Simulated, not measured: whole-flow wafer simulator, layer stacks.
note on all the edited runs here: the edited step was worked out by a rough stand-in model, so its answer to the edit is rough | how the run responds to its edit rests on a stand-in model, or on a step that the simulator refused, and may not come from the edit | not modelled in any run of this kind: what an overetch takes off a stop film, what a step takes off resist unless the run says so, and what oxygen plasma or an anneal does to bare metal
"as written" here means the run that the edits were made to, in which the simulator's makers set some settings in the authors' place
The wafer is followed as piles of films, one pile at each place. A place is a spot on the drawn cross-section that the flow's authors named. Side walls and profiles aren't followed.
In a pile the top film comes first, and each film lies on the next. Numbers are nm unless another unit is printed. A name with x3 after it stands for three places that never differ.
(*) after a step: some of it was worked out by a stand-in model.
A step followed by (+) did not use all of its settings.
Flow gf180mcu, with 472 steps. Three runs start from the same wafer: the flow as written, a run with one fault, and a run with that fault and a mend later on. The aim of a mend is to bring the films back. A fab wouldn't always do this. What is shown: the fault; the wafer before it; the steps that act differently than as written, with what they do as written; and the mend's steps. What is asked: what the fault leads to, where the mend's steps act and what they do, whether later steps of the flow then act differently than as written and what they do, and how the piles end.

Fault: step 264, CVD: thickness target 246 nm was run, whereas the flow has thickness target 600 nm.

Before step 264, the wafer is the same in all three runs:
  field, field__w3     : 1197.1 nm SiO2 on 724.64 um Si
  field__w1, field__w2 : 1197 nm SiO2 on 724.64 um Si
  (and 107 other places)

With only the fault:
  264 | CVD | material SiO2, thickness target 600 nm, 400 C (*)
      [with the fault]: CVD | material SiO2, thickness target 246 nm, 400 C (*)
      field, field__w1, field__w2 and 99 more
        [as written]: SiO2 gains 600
        [with the fault]: SiO2 gains 246
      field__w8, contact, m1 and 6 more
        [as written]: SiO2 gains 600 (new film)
        [with the fault]: SiO2 gains 246 (new film)
  Later steps of the flow acting differently than as written (not shown: 8 more steps that differ only slightly, by at most 2% or 0.5 nm, whichever is larger):
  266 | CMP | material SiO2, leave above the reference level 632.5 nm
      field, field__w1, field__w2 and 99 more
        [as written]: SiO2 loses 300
        [with the fault]: nothing
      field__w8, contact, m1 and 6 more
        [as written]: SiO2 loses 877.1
        [with the fault]: SiO2 loses 523.1
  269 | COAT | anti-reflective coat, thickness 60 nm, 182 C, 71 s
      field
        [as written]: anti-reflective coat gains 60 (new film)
        [with the fault]: anti-reflective coat gains 81.5 (new film)
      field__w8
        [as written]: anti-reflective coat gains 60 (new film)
        [with the fault]: anti-reflective coat gains 30.5 (new film)
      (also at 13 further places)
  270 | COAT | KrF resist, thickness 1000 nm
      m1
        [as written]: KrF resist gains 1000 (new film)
        [with the fault]: KrF resist gains 979.8 (new film)
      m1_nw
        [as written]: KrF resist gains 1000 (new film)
        [with the fault]: KrF resist gains 977.8 (new film)
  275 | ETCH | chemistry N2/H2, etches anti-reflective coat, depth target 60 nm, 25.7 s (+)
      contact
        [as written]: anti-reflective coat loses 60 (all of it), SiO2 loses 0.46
        [with the fault]: anti-reflective coat loses 32.9 (all of it), SiO2 loses 1.16
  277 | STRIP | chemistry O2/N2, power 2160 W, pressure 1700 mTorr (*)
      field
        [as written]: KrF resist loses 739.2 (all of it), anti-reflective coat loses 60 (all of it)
        [with the fault]: KrF resist loses 728.8 (all of it), anti-reflective coat loses 81.5 (all of it)
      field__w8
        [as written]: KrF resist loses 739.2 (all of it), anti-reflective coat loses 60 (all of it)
        [with the fault]: KrF resist loses 733.6 (all of it), anti-reflective coat loses 30.5 (all of it)
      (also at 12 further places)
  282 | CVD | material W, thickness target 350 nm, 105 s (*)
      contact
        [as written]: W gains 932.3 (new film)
        [with the fault]: W gains 877.8 (new film)
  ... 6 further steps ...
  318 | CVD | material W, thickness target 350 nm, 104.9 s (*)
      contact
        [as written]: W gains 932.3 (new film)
        [with the fault]: W gains 984.5 (new film)
  At contact, the piles at the end differ from the flow's by more than 2% or 0.5 nm, whichever is larger.
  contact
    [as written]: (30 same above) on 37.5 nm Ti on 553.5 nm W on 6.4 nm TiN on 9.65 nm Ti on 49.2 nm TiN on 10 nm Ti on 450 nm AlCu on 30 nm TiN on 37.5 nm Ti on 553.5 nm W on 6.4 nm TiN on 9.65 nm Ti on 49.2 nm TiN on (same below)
    [with the fault]: (30 same above) on 37.5 nm Ti on 605.7 nm W on 6.46 nm TiN on 9.36 nm Ti on 49.2 nm TiN on 10 nm Ti on 450 nm AlCu on 30 nm TiN on 37.5 nm Ti on 499 nm W on 6.61 nm TiN on 9.96 nm Ti on 49.2 nm TiN on (same below)

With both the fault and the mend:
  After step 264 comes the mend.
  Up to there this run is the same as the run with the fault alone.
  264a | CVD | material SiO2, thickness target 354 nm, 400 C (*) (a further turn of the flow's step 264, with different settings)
      field, field__w1, field__w2 and 108 more
        SiO2 gains 354
  Later steps of the flow that are run all act as written at every place that is followed.
  At every place that both follow, the piles at the end match the flow's.
